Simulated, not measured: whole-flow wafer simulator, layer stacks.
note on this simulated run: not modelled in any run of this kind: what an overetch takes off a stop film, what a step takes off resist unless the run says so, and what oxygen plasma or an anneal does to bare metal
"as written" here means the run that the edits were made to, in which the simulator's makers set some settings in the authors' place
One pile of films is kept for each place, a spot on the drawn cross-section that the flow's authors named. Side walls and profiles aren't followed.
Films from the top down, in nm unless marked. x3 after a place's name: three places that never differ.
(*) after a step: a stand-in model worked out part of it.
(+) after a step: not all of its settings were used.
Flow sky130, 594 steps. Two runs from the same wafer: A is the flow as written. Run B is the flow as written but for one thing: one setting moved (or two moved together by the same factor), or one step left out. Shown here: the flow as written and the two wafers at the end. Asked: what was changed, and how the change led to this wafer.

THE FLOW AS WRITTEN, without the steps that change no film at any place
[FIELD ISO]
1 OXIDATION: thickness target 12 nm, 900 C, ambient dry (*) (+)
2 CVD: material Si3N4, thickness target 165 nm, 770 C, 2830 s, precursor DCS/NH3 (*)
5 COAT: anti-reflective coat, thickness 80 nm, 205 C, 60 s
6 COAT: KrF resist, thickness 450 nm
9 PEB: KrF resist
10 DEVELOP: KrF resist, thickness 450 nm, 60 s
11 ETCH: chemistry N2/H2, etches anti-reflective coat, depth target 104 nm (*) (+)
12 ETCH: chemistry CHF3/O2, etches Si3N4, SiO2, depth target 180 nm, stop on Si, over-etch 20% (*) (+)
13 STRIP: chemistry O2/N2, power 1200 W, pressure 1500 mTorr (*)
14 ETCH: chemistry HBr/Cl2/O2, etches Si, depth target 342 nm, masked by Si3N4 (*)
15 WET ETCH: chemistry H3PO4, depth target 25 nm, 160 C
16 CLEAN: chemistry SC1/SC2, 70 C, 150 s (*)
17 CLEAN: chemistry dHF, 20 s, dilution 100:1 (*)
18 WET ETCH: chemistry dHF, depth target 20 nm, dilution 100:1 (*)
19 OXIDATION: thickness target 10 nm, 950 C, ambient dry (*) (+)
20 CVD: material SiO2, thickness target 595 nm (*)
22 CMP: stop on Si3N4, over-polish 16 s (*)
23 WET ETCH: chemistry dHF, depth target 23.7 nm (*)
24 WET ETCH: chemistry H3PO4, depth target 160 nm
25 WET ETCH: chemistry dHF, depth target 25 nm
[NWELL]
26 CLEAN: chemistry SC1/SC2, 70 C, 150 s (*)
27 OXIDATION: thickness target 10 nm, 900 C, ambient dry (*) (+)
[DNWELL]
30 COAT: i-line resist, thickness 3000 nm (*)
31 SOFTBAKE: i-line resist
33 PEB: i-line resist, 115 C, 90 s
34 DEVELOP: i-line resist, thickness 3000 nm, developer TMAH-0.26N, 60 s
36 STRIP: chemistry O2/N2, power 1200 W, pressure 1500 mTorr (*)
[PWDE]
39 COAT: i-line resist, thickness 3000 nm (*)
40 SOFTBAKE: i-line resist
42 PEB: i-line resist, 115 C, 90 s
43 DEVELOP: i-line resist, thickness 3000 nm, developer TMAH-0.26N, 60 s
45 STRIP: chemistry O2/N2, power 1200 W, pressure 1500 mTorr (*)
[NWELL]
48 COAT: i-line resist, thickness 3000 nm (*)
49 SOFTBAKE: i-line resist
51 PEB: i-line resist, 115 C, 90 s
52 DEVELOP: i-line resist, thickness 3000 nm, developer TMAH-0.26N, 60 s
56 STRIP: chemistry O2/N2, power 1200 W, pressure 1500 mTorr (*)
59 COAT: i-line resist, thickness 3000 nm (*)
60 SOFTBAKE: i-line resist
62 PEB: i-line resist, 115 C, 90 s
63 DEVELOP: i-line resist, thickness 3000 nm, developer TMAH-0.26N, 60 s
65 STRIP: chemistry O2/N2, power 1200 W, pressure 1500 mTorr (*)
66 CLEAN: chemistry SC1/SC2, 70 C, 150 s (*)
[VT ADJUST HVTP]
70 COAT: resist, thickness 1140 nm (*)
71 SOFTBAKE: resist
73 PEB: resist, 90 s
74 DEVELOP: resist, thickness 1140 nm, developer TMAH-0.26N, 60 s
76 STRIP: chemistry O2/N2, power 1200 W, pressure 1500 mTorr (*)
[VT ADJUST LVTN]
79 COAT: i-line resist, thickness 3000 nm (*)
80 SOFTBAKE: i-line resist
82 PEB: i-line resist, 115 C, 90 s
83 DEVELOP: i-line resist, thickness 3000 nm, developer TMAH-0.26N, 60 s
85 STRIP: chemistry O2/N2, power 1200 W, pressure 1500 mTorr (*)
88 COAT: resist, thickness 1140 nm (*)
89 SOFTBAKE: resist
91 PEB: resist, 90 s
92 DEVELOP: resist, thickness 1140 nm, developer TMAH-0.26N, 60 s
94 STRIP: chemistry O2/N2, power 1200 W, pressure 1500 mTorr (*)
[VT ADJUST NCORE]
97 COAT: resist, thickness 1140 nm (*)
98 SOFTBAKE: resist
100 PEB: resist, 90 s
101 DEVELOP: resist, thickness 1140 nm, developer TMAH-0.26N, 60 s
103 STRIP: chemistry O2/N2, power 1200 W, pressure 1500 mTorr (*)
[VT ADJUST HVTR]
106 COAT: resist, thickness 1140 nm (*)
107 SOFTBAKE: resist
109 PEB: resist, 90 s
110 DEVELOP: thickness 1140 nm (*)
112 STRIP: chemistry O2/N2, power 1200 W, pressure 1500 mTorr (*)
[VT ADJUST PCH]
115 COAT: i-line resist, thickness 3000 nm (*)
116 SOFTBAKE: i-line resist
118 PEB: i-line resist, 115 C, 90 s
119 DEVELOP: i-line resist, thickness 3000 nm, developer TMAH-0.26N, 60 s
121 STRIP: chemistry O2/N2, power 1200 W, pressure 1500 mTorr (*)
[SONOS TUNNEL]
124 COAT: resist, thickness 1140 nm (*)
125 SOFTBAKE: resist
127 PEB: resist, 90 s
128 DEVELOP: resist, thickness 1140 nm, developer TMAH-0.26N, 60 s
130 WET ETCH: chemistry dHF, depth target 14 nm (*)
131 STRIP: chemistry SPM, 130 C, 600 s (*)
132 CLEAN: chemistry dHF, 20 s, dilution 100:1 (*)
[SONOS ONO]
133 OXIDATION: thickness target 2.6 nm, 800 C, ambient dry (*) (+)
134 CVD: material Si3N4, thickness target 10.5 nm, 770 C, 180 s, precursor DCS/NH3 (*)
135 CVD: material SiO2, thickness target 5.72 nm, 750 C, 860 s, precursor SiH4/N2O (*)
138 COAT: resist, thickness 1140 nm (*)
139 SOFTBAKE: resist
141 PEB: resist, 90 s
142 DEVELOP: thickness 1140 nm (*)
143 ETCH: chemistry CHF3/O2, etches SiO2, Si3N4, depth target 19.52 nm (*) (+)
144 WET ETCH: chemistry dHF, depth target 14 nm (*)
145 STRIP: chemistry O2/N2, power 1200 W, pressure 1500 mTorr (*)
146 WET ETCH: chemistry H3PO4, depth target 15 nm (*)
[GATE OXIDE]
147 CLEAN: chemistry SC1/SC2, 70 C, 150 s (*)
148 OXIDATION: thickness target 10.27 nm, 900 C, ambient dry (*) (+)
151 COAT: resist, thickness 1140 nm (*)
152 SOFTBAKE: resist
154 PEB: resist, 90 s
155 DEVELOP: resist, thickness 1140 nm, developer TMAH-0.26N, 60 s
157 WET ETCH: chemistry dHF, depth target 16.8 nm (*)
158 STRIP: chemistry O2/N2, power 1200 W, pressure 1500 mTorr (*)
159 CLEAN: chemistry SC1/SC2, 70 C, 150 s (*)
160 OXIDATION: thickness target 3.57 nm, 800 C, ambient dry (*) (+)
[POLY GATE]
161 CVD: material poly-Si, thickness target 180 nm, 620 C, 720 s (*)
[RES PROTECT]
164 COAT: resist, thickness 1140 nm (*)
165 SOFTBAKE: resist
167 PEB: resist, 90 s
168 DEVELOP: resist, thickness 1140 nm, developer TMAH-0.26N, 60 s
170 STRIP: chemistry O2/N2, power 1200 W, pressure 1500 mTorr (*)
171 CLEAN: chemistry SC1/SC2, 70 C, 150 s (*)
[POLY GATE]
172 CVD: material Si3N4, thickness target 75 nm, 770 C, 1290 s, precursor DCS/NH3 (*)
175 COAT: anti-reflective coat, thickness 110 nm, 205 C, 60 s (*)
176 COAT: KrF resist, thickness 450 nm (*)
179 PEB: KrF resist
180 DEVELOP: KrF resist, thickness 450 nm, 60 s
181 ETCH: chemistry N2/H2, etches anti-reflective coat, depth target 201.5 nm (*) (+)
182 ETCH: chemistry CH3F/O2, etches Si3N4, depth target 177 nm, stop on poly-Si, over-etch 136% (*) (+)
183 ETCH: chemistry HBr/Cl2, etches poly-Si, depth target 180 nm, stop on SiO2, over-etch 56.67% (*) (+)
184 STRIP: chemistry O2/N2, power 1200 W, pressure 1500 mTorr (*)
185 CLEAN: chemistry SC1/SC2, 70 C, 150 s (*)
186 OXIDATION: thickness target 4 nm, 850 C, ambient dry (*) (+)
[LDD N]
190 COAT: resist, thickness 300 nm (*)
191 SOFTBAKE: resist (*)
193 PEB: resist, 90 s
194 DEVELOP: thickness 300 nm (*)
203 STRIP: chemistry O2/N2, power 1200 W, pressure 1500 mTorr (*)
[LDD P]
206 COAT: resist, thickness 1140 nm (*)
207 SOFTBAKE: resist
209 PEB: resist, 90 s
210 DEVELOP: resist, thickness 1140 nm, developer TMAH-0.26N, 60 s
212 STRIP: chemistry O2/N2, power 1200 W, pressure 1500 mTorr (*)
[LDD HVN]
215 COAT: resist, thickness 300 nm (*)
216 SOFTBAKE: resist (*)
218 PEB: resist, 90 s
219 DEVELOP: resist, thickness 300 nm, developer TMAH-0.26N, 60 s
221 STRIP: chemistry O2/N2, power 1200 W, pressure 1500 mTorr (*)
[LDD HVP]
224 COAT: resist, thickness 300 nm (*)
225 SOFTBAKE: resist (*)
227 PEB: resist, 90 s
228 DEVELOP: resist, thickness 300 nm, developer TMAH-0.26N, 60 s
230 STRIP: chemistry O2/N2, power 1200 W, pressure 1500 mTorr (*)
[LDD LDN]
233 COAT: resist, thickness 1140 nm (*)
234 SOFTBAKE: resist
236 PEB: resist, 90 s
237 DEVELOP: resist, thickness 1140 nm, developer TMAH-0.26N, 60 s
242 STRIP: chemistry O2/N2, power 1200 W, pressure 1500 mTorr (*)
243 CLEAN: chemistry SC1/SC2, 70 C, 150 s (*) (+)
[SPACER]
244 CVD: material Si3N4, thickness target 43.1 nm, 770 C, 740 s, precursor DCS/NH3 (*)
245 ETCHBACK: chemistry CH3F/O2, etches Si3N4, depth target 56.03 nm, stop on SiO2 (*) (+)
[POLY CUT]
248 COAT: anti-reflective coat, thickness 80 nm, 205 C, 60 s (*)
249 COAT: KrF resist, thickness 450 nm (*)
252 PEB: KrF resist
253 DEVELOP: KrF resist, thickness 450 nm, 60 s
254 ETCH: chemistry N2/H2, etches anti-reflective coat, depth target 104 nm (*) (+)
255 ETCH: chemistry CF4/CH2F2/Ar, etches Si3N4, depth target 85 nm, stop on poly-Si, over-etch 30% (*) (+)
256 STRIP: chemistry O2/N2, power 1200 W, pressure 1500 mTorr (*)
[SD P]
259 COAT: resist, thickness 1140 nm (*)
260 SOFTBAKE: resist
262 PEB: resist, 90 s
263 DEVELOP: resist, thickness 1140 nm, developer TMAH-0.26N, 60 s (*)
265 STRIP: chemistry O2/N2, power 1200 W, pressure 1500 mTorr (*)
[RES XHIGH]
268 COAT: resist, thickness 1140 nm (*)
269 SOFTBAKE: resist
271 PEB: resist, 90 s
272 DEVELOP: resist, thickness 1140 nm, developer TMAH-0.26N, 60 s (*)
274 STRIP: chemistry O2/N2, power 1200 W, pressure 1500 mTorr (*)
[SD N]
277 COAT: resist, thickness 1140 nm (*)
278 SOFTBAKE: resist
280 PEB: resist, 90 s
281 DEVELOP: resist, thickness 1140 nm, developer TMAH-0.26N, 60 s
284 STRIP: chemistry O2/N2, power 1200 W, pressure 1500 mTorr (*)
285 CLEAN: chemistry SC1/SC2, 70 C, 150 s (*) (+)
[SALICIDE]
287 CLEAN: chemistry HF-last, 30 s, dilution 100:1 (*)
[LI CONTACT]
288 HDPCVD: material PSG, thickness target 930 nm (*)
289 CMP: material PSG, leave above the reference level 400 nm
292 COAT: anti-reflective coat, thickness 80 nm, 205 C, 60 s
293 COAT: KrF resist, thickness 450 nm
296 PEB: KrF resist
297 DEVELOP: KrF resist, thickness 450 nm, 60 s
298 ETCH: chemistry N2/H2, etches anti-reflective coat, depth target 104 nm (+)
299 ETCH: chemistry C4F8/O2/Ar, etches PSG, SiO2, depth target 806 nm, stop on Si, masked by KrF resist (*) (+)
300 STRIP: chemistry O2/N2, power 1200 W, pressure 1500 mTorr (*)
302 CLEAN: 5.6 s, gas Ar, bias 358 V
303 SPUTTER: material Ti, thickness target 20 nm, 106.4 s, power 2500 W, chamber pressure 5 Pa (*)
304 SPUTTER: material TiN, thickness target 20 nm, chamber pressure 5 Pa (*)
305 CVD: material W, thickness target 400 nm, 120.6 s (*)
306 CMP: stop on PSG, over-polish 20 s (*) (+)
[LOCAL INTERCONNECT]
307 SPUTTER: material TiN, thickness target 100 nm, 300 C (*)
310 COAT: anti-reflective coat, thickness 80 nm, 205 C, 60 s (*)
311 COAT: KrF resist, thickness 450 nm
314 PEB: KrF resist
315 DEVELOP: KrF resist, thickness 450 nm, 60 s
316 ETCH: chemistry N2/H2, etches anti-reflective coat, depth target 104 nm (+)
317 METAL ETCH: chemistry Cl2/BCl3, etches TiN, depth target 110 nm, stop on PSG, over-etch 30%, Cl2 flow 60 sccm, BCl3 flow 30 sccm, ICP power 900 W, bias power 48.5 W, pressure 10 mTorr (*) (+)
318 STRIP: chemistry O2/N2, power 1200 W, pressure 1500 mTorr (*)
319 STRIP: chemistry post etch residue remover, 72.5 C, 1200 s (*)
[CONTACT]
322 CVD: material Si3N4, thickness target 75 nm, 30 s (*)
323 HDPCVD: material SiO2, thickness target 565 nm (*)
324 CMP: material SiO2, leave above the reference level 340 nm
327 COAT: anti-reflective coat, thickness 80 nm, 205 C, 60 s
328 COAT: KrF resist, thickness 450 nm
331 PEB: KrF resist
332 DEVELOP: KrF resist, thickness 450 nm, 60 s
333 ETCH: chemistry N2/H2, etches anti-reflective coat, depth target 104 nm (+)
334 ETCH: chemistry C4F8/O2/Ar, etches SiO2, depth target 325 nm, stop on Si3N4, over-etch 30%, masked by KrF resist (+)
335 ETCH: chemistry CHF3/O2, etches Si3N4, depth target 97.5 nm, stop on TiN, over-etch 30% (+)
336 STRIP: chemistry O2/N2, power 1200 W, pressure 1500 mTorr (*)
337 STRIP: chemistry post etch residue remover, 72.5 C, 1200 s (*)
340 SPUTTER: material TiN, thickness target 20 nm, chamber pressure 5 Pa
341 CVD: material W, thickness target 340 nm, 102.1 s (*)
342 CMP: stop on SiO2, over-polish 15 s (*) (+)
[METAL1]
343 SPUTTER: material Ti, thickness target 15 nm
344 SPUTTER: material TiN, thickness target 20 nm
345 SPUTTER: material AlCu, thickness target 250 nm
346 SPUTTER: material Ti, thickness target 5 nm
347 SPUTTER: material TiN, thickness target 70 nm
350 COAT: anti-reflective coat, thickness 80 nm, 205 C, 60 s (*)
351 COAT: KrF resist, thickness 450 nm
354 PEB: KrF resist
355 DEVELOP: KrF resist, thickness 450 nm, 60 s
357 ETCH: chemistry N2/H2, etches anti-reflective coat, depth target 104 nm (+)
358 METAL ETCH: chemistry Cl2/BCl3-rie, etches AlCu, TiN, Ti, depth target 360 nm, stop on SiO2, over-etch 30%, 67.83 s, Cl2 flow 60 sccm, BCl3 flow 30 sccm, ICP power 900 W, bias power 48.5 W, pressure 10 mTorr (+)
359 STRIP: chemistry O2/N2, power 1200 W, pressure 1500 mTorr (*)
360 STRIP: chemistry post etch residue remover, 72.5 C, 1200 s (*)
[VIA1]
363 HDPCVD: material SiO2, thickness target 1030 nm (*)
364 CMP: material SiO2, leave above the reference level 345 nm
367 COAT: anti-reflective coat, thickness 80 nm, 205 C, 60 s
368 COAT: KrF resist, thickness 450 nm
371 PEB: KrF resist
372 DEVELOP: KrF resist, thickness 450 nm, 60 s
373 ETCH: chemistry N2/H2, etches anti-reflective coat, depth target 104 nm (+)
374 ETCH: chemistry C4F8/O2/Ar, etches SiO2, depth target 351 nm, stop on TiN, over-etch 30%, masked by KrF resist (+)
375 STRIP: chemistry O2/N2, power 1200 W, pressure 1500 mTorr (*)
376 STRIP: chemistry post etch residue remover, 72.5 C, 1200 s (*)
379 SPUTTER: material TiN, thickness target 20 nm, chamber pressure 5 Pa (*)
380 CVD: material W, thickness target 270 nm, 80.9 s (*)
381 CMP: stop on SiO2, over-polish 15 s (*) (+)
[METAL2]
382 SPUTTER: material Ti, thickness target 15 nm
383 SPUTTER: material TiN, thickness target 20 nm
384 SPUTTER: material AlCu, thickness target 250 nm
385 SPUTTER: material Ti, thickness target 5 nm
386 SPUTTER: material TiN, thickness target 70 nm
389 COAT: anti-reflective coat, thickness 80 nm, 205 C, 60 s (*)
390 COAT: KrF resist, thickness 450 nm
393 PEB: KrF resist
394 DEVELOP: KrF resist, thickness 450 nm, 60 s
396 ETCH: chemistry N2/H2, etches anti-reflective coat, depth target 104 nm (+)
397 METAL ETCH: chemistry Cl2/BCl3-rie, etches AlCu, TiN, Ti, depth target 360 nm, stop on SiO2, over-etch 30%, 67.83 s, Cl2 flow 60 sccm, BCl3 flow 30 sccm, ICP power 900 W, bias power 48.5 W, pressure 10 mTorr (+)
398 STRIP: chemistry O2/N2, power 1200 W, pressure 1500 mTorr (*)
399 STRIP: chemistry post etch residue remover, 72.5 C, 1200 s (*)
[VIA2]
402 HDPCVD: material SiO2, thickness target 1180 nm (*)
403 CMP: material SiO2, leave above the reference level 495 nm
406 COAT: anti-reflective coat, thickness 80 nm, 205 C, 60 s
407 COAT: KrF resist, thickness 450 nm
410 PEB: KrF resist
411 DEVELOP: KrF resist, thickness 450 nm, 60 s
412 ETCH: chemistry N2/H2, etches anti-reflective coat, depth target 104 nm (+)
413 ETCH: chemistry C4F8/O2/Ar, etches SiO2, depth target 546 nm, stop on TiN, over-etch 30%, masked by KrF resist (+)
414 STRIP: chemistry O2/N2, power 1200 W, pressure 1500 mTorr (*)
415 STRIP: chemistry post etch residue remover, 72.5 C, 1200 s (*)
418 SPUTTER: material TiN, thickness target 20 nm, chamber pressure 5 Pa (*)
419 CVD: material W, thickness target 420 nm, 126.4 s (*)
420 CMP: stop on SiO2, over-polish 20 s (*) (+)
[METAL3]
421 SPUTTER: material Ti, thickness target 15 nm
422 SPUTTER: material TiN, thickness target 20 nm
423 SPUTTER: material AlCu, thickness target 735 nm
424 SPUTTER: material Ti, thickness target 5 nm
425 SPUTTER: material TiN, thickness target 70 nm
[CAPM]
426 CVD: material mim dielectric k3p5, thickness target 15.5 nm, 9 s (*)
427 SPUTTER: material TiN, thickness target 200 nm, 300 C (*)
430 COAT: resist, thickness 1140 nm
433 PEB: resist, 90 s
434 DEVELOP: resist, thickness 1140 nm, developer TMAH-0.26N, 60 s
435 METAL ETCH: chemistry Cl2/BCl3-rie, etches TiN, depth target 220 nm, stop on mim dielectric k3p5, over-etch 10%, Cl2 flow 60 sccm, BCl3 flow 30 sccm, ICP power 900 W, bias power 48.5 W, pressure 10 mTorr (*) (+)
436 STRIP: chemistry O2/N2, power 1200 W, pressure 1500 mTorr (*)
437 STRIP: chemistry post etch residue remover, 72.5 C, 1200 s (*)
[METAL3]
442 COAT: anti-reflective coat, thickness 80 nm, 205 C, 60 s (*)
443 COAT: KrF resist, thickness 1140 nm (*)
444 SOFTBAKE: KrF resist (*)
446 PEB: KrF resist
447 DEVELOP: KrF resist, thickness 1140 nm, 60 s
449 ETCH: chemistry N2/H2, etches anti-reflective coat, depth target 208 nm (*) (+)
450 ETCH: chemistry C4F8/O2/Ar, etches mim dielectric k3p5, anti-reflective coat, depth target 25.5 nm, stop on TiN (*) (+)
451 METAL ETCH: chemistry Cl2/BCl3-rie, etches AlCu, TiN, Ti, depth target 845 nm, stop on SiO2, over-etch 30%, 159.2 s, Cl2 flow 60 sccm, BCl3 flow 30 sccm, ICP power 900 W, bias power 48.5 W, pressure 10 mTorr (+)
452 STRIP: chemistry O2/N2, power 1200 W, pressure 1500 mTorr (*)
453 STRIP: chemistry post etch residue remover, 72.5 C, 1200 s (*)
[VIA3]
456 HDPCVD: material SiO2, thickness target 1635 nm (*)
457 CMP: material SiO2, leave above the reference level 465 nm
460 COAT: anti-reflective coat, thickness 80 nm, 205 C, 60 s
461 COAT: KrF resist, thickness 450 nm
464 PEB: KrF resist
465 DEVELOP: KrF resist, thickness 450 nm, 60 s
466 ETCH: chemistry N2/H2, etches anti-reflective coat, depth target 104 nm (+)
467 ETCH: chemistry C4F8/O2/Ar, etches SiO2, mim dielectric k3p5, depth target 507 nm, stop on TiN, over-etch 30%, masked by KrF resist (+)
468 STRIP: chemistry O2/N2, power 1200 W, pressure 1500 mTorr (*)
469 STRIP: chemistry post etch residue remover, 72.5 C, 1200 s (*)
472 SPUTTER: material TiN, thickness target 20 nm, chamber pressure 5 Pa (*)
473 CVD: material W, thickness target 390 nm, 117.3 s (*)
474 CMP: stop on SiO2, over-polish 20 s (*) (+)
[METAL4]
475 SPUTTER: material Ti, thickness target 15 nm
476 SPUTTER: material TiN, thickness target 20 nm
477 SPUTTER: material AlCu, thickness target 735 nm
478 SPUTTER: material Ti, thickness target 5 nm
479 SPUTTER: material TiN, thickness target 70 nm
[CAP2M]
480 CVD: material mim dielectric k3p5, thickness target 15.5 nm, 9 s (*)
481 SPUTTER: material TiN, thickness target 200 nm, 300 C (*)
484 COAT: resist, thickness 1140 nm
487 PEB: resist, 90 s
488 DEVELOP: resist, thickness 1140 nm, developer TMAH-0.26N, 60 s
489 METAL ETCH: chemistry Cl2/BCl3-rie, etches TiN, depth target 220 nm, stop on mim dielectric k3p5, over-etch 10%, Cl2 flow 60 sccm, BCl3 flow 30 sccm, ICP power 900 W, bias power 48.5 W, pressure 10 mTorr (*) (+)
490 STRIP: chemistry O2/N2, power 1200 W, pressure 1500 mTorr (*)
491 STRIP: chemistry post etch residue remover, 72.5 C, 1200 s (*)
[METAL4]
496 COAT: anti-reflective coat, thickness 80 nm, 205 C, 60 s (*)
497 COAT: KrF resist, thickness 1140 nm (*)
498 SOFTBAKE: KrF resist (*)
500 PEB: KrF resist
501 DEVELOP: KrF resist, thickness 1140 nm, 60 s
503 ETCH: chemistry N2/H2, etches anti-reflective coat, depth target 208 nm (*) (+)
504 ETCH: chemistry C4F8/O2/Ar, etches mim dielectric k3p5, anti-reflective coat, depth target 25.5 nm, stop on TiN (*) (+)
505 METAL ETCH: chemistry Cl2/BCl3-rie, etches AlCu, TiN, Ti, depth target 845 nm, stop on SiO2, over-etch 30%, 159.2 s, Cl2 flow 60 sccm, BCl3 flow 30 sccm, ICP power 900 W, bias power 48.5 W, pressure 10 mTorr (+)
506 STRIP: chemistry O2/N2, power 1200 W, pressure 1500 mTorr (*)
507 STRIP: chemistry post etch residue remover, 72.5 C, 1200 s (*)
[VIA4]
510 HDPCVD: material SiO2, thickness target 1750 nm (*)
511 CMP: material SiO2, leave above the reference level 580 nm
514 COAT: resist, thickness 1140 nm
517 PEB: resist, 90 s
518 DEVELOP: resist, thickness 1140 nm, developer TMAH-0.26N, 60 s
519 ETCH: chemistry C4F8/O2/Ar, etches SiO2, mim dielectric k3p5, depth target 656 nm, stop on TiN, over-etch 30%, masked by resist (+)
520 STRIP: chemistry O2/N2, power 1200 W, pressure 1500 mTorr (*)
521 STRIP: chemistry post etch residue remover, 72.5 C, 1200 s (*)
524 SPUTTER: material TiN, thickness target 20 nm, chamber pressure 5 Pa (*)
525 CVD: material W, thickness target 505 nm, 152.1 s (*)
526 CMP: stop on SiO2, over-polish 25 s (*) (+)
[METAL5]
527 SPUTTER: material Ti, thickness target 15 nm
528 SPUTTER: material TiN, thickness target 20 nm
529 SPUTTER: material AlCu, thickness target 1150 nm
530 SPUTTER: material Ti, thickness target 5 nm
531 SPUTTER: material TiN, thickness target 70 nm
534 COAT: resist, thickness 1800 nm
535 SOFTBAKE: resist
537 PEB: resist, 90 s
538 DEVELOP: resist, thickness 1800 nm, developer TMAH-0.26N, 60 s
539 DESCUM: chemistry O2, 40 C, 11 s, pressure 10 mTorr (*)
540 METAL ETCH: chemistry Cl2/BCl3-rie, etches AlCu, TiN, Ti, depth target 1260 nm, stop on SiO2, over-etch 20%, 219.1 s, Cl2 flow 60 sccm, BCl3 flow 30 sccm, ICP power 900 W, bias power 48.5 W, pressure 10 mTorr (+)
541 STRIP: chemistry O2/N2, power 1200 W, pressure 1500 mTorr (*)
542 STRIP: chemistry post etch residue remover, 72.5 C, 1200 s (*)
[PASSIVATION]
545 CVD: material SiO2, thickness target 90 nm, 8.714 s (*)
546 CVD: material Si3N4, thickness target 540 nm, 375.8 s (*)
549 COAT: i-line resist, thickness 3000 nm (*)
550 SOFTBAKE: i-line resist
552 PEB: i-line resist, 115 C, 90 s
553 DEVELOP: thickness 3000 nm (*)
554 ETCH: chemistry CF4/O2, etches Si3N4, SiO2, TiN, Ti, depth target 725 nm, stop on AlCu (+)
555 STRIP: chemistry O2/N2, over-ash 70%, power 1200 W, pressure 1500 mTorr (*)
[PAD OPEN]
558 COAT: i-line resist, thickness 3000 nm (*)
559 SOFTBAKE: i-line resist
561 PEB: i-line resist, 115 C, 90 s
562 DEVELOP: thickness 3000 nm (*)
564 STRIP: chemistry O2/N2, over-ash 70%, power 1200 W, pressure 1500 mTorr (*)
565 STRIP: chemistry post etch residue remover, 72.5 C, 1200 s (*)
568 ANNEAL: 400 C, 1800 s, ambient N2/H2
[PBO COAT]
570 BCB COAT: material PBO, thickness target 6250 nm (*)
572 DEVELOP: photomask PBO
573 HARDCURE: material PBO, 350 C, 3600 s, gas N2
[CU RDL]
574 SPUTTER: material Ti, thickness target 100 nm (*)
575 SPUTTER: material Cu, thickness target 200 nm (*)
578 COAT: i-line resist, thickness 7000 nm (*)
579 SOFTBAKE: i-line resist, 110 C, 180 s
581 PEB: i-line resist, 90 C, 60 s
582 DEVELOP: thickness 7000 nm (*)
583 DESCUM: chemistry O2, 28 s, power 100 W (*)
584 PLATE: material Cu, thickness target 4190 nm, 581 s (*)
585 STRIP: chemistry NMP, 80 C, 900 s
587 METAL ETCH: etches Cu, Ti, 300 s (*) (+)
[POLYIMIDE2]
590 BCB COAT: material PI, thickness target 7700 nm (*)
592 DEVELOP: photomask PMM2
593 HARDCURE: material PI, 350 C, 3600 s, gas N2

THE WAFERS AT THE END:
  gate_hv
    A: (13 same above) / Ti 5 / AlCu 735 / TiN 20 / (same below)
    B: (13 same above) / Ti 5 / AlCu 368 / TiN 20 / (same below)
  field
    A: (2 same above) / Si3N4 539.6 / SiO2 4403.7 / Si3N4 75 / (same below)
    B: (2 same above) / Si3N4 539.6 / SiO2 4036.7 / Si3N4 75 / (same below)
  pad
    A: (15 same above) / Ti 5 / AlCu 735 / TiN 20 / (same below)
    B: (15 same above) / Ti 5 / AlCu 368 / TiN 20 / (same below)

The cause: step 423, SPUTTER: thickness target 368 nm was run, where the flow has thickness target 735 nm.
It can be read off the wafer: gate_hv has AlCu 368, and step 423 as written asks for 735 nm.

How the change led to this, step by step:
  423 SPUTTER: material AlCu, thickness target 735 nm
      field, active, n_well and 188 more: A AlCu +735 (new film) | B AlCu +368 (new film)
  451 METAL ETCH: chemistry Cl2/BCl3-rie, etches AlCu, TiN, Ti, depth target 845 nm, stop on SiO2, over-etch 30%, 159.2 s, Cl2 flow 60 sccm, BCl3 flow 30 sccm, ICP power 900 W, bias power 48.5 W, pressure 10 mTorr (+)
      field, active, gate and 62 more: A TiN -70 (all of it), Ti -5 (all of it), AlCu -735 (all of it), TiN -20 (all of it), Ti -15 (all of it), SiO2 -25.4 | B TiN -70 (all of it), Ti -5 (all of it), AlCu -368 (all of it), TiN -20 (all of it), Ti -15 (all of it), SiO2 -62
      vpp_ln, vpp_iso2, ndiff_ln, ndiff_cd, via1_hole, via1_enc, m2_ln_cd: A TiN -70 (all of it), Ti -5 (all of it), AlCu -735 (all of it), TiN -20 (all of it), Ti -15 (all of it), SiO2 -25.3 | B TiN -70 (all of it), Ti -5 (all of it), AlCu -368 (all of it), TiN -20 (all of it), Ti -15 (all of it), SiO2 -62.1
      (and at 13 more places)
  457 CMP: material SiO2, leave above the reference level 465 nm
      field, active, gate and 77 more: A SiO2 -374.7 | B SiO2 -705
      vpp_iso1, m1_ln, vpp_l1ln, via1_hole, m1_ln_cd: A SiO2 -374.7 | B SiO2 -704.9
